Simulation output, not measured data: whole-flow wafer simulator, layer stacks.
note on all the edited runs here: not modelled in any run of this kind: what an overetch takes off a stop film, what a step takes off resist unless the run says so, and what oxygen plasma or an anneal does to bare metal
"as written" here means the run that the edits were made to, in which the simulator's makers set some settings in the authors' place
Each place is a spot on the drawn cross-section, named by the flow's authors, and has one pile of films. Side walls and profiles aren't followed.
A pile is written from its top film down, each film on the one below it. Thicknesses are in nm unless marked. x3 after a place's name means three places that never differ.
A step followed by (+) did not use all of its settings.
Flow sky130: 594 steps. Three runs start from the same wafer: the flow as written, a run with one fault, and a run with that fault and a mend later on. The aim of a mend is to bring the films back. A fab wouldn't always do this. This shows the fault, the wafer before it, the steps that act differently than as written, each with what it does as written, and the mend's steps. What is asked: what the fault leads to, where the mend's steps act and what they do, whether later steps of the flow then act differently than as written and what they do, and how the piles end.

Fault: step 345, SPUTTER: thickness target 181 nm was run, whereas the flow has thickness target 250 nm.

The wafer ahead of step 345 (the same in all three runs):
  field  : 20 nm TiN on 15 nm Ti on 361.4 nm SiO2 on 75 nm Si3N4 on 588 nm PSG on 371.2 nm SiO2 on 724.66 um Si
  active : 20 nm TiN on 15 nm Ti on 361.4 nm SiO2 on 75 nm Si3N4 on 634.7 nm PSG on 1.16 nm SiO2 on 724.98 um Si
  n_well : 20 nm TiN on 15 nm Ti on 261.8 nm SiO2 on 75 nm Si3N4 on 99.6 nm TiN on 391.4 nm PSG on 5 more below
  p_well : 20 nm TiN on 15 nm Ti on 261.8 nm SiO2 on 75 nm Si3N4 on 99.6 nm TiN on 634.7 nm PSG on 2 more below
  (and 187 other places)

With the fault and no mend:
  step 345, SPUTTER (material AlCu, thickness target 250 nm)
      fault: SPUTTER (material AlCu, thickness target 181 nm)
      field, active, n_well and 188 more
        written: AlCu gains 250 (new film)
        fault: AlCu gains 181 (new film)
  Later steps of the flow acting differently than as written (8 more steps, not shown, differ only slightly: by at most 2% or 0.5 nm, whichever is larger):
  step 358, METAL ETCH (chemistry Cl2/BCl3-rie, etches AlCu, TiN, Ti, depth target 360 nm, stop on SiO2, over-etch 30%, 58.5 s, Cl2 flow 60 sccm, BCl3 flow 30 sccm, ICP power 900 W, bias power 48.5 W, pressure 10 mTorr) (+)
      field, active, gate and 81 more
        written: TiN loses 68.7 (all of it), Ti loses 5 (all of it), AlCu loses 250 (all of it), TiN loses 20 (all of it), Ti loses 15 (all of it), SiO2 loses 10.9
        fault: TiN loses 68.7 (all of it), Ti loses 5 (all of it), AlCu loses 181 (all of it), TiN loses 20 (all of it), Ti loses 15 (all of it), SiO2 loses 17.8
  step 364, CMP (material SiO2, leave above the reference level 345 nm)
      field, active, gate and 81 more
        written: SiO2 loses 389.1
        fault: SiO2 loses 451.2
  By the end, the piles at n_well, p_well, gate_hv and 120 more depart from the flow's by more than 2% or 0.5 nm, whichever is larger.
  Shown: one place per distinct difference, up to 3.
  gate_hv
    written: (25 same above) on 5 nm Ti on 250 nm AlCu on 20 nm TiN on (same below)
    fault: (25 same above) on 5 nm Ti on 181 nm AlCu on 20 nm TiN on (same below)
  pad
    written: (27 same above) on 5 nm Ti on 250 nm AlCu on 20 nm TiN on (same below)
    fault: (27 same above) on 5 nm Ti on 181 nm AlCu on 20 nm TiN on (same below)
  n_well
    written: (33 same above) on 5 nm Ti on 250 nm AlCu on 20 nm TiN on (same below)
    fault: (33 same above) on 5 nm Ti on 181 nm AlCu on 20 nm TiN on (same below)

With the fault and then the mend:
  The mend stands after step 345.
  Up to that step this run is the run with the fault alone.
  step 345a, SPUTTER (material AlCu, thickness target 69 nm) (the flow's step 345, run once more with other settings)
      field, active, n_well and 188 more
        AlCu gains 69
  Later steps of the flow that are run all act as written at every place that is followed.
  At every place that both follow, the piles at the end match the flow's.
